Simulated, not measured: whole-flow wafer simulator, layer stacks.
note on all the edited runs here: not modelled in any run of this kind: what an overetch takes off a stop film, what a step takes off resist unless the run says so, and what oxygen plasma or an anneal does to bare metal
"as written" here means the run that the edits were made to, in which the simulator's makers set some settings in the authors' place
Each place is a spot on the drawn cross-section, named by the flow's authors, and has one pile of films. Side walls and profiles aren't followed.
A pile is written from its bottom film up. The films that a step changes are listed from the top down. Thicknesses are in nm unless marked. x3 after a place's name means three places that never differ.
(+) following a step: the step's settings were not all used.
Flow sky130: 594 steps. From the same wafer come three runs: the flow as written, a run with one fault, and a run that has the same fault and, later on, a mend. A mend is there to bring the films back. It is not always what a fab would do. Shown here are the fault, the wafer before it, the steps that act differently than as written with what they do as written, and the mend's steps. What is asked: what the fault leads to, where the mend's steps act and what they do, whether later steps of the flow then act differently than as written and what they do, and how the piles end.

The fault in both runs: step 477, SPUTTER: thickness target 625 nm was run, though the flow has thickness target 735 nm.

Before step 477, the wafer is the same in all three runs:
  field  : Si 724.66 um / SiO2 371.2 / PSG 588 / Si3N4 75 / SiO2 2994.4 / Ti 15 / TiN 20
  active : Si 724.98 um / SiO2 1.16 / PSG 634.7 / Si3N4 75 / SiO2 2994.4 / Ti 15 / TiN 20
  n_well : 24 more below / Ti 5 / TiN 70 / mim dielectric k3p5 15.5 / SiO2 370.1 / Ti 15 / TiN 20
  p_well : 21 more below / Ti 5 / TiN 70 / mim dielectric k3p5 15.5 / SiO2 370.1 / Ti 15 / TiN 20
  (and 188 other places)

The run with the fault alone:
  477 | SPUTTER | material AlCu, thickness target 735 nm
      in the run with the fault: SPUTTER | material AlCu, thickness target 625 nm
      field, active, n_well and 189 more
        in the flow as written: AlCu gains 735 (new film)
        in the run with the fault: AlCu gains 625 (new film)
  Later steps of the flow acting differently than as written:
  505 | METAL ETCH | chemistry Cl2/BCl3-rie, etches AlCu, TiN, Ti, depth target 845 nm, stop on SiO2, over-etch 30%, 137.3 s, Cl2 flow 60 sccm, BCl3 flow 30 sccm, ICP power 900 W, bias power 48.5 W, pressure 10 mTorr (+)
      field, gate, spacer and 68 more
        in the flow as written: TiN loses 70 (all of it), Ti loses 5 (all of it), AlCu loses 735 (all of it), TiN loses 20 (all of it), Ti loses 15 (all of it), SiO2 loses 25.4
        in the run with the fault: TiN loses 70 (all of it), Ti loses 5 (all of it), AlCu loses 625 (all of it), TiN loses 20 (all of it), Ti loses 15 (all of it), SiO2 loses 36.4
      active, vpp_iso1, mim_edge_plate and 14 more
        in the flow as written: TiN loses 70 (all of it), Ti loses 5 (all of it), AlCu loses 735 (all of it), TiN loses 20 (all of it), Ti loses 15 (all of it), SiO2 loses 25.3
        in the run with the fault: TiN loses 70 (all of it), Ti loses 5 (all of it), AlCu loses 625 (all of it), TiN loses 20 (all of it), Ti loses 15 (all of it), SiO2 loses 36.3
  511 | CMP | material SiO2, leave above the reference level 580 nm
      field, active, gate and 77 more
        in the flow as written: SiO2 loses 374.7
        in the run with the fault: SiO2 loses 473.7
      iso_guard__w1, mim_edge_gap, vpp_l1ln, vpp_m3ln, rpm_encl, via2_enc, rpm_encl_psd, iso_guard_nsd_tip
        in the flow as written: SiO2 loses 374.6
        in the run with the fault: SiO2 loses 473.6
  The piles end different from the flow's at field, active, n_well and 190 more by more than 2% or 0.5 nm, whichever is larger.
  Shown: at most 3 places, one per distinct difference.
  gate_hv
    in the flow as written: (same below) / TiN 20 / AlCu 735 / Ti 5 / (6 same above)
    in the run with the fault: (same below) / TiN 20 / AlCu 625 / Ti 5 / (6 same above)
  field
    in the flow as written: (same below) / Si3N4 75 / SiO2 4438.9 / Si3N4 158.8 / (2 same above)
    in the run with the fault: (same below) / Si3N4 75 / SiO2 4328.9 / Si3N4 158.8 / (2 same above)
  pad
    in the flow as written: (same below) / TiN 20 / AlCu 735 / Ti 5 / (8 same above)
    in the run with the fault: (same below) / TiN 20 / AlCu 625 / Ti 5 / (8 same above)

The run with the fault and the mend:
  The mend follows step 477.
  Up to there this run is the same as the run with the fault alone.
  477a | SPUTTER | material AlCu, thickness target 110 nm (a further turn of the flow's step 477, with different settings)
      field, active, n_well and 189 more
        AlCu gains 110
  None of the later steps of the flow acts differently than as written at any place that is followed.
  The piles end the same as the flow's at every place that both follow.
